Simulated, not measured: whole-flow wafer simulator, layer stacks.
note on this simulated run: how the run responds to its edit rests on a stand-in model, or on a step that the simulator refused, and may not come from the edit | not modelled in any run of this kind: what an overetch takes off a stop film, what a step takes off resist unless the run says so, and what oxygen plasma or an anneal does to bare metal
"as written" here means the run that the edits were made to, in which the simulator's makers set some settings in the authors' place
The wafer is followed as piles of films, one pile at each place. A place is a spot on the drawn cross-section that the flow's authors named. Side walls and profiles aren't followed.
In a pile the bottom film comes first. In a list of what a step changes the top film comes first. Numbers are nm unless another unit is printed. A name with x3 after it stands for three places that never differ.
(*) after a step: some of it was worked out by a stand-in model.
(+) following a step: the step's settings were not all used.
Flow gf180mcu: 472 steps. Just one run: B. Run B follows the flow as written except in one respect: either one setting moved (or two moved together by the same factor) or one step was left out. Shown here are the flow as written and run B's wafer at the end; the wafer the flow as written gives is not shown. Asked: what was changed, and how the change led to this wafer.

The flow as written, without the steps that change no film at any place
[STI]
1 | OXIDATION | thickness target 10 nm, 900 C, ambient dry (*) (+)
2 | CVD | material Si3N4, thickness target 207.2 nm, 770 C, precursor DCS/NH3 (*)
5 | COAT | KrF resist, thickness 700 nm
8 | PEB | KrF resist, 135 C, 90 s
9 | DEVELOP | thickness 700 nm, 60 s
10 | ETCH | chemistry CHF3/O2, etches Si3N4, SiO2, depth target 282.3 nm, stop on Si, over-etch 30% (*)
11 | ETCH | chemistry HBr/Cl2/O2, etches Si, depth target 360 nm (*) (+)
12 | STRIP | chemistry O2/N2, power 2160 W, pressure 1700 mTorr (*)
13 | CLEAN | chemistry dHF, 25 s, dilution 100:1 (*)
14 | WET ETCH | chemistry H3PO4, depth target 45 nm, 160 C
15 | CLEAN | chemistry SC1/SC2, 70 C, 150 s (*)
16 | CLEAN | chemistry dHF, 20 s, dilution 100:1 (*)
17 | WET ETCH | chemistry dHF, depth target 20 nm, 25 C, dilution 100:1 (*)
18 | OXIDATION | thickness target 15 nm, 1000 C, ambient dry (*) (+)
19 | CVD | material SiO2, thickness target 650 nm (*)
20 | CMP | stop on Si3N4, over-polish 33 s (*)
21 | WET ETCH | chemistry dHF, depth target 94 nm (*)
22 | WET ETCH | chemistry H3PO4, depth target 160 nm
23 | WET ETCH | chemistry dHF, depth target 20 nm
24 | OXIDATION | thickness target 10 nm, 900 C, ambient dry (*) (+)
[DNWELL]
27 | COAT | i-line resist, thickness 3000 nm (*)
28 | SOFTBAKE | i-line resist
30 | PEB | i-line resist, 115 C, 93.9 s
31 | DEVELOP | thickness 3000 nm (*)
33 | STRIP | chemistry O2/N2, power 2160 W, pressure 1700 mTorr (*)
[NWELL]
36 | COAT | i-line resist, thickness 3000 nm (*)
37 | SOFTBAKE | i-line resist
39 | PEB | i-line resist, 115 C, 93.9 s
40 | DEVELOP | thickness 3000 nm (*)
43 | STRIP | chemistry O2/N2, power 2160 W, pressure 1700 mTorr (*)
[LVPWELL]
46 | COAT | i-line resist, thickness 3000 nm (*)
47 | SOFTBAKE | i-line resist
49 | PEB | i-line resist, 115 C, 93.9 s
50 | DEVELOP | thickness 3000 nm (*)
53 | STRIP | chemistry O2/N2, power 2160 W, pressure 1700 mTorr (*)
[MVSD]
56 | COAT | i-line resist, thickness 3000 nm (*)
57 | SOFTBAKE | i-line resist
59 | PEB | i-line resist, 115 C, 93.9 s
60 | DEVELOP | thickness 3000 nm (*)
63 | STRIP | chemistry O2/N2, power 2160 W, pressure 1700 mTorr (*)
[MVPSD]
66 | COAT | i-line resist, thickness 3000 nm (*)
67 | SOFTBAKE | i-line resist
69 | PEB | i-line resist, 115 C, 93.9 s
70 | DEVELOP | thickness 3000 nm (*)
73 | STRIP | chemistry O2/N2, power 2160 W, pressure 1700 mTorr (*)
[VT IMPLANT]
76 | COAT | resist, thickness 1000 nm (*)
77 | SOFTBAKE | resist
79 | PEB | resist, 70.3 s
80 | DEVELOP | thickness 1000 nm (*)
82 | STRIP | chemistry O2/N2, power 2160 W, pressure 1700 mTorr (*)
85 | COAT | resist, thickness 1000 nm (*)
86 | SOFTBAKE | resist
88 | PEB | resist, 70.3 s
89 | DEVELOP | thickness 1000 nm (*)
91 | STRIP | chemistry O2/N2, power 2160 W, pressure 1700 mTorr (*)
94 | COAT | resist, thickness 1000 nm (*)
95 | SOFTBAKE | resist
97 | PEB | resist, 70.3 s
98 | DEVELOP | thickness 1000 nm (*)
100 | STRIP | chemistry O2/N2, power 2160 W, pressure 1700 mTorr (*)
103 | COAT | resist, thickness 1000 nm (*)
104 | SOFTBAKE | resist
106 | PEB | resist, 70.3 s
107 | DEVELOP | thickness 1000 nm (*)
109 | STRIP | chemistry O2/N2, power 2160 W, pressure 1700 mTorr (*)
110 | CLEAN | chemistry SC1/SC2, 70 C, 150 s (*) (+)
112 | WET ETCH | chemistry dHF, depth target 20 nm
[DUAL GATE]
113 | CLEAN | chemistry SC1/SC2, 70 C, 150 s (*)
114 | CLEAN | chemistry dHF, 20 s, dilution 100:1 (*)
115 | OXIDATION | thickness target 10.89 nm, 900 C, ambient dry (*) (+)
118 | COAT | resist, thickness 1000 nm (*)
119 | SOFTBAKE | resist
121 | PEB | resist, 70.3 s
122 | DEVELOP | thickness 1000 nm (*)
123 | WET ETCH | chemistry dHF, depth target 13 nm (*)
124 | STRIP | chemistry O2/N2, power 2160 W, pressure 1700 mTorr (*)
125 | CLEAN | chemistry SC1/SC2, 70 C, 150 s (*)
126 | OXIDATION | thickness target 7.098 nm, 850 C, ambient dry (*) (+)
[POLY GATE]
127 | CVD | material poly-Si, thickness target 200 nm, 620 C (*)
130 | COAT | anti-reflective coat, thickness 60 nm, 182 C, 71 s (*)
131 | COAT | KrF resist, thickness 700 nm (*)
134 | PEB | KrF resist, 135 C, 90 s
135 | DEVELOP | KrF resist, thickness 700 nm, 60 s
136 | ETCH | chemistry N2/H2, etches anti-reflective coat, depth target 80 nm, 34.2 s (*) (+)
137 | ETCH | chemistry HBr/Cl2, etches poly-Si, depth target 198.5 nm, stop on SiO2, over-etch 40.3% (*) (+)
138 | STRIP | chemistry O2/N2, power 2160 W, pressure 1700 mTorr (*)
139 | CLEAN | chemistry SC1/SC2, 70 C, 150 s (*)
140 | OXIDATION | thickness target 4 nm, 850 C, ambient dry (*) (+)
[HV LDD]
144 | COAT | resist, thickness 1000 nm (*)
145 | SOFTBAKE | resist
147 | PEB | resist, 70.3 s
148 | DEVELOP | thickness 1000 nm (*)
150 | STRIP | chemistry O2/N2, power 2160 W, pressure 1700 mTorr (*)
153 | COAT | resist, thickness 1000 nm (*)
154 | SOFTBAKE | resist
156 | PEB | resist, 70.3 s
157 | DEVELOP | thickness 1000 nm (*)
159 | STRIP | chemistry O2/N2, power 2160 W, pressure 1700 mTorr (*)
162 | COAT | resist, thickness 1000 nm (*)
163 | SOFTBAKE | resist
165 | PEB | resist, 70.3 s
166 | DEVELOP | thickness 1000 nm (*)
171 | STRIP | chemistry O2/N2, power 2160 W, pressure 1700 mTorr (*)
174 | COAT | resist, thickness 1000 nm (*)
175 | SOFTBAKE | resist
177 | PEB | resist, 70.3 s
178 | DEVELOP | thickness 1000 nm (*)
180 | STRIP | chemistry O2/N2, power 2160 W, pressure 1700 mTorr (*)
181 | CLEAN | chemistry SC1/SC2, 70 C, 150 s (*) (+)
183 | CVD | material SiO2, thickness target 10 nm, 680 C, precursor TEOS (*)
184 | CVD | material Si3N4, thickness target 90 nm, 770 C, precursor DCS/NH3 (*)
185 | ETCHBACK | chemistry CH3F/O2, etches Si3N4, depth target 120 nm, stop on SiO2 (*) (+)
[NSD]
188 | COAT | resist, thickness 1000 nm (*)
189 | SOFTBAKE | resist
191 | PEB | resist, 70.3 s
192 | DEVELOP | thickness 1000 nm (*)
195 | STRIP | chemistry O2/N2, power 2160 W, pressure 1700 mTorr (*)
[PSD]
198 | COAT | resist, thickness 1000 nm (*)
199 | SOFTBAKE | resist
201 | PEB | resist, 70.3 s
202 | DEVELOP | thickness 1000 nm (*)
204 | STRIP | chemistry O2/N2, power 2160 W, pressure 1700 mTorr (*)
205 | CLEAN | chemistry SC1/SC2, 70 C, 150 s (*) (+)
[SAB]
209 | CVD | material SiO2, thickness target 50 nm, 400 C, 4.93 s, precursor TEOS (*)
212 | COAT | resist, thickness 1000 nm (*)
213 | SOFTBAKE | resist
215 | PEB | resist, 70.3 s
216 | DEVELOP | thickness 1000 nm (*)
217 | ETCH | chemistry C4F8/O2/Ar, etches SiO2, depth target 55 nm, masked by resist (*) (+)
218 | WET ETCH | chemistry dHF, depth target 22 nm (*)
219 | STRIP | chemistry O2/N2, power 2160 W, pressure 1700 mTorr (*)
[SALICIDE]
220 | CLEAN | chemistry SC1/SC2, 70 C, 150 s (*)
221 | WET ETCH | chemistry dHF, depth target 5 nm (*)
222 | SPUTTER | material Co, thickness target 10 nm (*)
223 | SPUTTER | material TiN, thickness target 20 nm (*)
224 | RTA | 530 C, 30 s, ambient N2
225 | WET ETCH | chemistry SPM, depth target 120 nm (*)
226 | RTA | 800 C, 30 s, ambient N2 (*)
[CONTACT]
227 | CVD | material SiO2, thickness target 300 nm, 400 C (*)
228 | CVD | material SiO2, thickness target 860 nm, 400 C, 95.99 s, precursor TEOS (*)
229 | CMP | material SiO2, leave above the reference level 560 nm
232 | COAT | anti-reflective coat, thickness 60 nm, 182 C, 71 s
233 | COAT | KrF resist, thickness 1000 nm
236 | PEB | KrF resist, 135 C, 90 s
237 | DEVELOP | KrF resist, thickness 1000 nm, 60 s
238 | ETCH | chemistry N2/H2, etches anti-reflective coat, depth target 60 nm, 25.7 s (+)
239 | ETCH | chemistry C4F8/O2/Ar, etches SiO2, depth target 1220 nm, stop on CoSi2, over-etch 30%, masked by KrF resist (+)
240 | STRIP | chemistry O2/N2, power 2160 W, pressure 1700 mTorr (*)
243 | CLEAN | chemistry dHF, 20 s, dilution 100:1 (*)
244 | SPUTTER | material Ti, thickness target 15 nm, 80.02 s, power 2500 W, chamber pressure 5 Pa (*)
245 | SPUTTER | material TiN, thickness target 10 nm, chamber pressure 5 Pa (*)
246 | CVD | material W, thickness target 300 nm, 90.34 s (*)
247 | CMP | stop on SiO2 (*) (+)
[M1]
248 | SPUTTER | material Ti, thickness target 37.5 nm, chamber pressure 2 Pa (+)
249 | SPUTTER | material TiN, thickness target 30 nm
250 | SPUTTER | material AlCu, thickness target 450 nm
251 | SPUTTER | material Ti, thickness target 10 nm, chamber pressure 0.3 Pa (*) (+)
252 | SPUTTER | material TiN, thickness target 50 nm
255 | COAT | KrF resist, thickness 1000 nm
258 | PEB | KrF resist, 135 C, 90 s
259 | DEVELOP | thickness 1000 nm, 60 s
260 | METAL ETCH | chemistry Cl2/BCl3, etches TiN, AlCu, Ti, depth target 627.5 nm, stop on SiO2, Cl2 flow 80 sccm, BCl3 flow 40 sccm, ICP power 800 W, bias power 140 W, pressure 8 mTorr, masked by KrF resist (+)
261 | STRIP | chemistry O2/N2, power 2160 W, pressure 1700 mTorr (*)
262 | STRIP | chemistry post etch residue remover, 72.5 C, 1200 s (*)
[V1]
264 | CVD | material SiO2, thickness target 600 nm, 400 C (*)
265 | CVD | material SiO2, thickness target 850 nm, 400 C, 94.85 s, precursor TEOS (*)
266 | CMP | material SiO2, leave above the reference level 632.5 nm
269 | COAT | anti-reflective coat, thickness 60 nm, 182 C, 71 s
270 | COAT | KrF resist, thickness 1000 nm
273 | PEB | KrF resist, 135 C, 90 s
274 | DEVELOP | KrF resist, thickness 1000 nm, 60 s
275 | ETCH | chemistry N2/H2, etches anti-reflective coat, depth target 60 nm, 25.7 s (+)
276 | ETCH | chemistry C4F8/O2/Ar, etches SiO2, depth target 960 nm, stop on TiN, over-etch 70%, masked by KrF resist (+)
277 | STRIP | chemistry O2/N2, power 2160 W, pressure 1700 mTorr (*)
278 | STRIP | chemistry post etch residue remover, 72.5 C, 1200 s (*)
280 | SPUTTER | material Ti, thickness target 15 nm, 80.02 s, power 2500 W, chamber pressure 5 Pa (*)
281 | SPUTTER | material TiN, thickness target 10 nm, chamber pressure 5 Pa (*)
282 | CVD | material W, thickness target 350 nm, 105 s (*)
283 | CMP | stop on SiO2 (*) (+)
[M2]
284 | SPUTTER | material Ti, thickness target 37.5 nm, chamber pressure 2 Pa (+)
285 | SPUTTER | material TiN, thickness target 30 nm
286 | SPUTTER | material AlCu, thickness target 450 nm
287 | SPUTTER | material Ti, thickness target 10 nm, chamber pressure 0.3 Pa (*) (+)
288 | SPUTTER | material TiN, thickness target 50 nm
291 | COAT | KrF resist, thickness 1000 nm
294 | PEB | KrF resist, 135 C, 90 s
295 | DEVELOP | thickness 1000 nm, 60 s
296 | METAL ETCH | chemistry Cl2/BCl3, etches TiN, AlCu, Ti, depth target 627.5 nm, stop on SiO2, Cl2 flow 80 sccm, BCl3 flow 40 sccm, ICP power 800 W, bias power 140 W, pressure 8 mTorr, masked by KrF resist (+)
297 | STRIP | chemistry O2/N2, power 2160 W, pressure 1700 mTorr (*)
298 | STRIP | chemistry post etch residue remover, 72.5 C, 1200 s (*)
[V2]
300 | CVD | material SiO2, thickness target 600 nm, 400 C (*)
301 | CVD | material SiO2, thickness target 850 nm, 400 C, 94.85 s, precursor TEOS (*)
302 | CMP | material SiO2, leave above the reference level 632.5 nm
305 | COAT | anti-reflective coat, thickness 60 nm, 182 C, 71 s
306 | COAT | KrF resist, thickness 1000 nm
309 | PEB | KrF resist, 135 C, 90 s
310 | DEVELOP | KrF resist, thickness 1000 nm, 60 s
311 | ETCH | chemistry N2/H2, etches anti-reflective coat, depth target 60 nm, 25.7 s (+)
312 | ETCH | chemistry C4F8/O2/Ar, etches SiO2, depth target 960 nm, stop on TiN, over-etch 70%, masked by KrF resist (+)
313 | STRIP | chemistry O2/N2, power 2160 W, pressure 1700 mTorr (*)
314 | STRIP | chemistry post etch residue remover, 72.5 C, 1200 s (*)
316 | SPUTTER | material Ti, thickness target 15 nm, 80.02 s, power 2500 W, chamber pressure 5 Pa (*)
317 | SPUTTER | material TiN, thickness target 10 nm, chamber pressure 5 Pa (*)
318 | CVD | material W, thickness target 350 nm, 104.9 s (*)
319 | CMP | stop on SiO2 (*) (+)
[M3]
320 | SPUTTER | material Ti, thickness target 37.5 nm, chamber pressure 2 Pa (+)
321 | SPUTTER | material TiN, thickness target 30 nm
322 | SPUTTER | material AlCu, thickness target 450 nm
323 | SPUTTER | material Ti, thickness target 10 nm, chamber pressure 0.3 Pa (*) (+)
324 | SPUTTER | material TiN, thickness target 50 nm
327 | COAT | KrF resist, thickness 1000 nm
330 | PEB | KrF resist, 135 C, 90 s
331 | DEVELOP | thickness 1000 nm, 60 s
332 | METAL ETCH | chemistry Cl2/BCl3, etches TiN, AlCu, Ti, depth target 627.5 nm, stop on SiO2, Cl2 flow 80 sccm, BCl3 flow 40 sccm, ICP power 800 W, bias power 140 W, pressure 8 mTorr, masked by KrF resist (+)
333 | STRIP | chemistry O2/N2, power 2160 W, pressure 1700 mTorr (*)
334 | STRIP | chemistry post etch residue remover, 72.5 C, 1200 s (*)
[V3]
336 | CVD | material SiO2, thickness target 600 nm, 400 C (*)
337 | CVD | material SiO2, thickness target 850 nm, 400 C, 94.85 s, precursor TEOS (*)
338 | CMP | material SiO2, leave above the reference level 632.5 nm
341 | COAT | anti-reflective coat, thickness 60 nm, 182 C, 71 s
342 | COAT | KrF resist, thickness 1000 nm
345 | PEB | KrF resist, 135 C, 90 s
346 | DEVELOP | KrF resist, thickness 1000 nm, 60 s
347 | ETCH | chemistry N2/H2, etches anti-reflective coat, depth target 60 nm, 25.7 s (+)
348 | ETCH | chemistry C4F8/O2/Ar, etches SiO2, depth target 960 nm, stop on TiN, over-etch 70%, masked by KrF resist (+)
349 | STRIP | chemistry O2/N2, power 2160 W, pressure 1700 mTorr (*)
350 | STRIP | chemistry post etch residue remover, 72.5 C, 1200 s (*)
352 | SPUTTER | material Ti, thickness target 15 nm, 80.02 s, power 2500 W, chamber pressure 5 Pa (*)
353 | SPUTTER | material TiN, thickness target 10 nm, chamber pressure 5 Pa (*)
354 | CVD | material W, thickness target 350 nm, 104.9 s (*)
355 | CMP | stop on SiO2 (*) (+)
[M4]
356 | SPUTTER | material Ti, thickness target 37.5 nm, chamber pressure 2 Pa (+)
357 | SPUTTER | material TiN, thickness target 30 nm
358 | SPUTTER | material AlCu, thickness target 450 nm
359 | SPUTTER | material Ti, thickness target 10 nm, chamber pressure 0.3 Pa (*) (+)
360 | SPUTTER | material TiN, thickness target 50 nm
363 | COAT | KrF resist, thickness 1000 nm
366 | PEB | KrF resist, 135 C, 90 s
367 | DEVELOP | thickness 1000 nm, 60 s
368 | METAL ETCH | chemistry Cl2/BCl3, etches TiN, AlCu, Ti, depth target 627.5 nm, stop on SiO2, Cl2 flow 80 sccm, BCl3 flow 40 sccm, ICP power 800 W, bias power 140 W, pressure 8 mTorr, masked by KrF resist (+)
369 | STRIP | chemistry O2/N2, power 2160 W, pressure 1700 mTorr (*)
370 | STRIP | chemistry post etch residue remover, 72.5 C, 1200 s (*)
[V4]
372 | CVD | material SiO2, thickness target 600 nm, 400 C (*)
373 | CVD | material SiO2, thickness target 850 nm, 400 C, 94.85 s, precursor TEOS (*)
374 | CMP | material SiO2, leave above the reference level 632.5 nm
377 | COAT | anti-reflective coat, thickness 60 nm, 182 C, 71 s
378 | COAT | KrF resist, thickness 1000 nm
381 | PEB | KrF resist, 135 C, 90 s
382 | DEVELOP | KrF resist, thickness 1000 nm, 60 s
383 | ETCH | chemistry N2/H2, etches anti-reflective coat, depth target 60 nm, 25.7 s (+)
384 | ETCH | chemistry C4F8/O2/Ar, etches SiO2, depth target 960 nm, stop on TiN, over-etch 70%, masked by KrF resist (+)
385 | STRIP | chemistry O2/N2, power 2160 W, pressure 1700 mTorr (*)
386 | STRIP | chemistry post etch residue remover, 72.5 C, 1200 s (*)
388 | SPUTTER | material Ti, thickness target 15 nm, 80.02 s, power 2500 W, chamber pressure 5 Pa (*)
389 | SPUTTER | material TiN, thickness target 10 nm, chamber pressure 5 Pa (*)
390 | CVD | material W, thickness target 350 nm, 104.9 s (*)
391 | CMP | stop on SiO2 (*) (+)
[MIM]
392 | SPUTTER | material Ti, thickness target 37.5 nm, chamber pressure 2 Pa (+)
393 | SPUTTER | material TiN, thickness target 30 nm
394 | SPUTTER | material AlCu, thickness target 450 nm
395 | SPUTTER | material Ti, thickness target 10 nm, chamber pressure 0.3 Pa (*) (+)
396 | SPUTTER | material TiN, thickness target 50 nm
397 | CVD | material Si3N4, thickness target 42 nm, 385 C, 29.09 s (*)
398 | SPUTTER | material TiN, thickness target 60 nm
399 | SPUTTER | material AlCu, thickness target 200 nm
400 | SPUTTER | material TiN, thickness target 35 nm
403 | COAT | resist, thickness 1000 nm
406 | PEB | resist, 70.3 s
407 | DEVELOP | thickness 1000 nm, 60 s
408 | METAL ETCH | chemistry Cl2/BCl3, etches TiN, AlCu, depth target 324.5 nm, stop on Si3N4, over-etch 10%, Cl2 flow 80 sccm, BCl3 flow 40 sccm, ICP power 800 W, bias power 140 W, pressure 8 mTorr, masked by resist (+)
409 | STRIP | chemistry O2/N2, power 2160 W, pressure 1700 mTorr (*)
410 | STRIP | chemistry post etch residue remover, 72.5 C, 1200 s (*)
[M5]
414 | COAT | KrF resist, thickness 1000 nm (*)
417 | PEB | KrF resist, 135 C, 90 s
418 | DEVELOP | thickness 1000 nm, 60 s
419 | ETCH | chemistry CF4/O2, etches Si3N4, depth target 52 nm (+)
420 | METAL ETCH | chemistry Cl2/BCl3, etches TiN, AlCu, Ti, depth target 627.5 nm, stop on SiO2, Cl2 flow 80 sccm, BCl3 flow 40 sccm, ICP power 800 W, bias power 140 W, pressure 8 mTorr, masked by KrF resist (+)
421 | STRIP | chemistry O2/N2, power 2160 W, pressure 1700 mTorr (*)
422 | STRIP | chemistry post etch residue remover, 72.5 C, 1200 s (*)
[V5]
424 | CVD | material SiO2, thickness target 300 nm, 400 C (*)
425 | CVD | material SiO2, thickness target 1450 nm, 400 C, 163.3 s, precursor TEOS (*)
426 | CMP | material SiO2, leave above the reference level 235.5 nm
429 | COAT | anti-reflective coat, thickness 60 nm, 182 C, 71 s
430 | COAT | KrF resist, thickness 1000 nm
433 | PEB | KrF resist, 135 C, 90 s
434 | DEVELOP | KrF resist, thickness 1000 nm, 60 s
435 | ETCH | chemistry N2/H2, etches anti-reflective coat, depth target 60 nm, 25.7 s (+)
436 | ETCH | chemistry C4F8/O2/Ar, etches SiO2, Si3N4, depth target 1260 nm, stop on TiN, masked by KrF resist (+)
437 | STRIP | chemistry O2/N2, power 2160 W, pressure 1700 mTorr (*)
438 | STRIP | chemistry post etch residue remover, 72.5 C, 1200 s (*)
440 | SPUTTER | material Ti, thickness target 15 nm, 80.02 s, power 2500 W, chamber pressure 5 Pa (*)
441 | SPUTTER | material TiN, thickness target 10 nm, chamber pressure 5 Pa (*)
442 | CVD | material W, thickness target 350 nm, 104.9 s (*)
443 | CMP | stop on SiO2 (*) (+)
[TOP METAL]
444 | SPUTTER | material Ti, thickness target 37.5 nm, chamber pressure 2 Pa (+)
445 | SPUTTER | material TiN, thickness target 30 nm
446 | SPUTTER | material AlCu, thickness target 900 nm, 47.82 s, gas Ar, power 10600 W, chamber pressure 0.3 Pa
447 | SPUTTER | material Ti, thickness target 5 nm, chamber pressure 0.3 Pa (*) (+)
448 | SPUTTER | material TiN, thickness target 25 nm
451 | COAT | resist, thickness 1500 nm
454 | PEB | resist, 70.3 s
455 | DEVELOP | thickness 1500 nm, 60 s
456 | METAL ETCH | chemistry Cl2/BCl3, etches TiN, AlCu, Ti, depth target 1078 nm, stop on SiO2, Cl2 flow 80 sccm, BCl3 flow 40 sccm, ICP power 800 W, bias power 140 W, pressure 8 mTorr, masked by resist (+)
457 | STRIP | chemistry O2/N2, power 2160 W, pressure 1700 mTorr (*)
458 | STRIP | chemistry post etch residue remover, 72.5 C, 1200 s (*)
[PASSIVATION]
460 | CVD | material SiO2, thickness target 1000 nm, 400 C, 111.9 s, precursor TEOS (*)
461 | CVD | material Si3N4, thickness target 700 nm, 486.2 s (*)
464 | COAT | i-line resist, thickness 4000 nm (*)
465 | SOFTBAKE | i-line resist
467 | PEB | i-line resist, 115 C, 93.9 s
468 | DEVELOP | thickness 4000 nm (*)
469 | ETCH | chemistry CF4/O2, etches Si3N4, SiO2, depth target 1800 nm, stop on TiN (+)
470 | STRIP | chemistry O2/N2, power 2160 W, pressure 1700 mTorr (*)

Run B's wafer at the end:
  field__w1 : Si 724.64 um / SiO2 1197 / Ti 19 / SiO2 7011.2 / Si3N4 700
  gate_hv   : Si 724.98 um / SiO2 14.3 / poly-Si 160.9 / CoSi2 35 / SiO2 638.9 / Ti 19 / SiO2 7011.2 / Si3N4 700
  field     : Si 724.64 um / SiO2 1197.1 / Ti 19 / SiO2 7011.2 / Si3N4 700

What caused this: step 260, METAL ETCH: depth target 558.5 nm was run, though the flow has depth target 627.5 nm.

How this came from the change, step by step:
  260 | METAL ETCH | chemistry Cl2/BCl3, etches TiN, AlCu, Ti, depth target 627.5 nm, stop on SiO2, Cl2 flow 80 sccm, BCl3 flow 40 sccm, ICP power 800 W, bias power 140 W, pressure 8 mTorr, masked by KrF resist (+)
      field, field__w1, field__w2 and 99 more: -50 TiN (all of it), -10 Ti (all of it), -450 AlCu (all of it), -30 TiN (all of it), -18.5 Ti (it would be, as written: -50 TiN (all of it), -10 Ti (all of it), -450 AlCu (all of it), -30 TiN (all of it), -37.5 Ti (all of it))
      field__w8, contact, m1 and 6 more: -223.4 KrF resist (it would be, as written: -251 KrF resist)
  261 | STRIP | chemistry O2/N2, power 2160 W, pressure 1700 mTorr (*)
      field__w8, contact, m1 and 6 more: -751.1 KrF resist (all of it) (it would be, as written: -723.5 KrF resist (all of it))
  264 | CVD | material SiO2, thickness target 600 nm, 400 C (*)
      field, field__w1, field__w2 and 99 more: +600 SiO2 (new film) (it would be, as written: +600 SiO2)
  266 | CMP | material SiO2, leave above the reference level 632.5 nm
      field, field__w1, field__w2 and 99 more: -319 SiO2 (it would be, as written: -300 SiO2)
If metal films that touch count as one body, field__w1 has 1 body; the flow as written gives 0 bodies.
If metal films that touch count as one body, gate_hv has 2 bodies (between them, from the top down: SiO2 638.9); the flow as written gives 1 body.
If metal films that touch count as one body, field has 1 body; the flow as written gives 0 bodies.
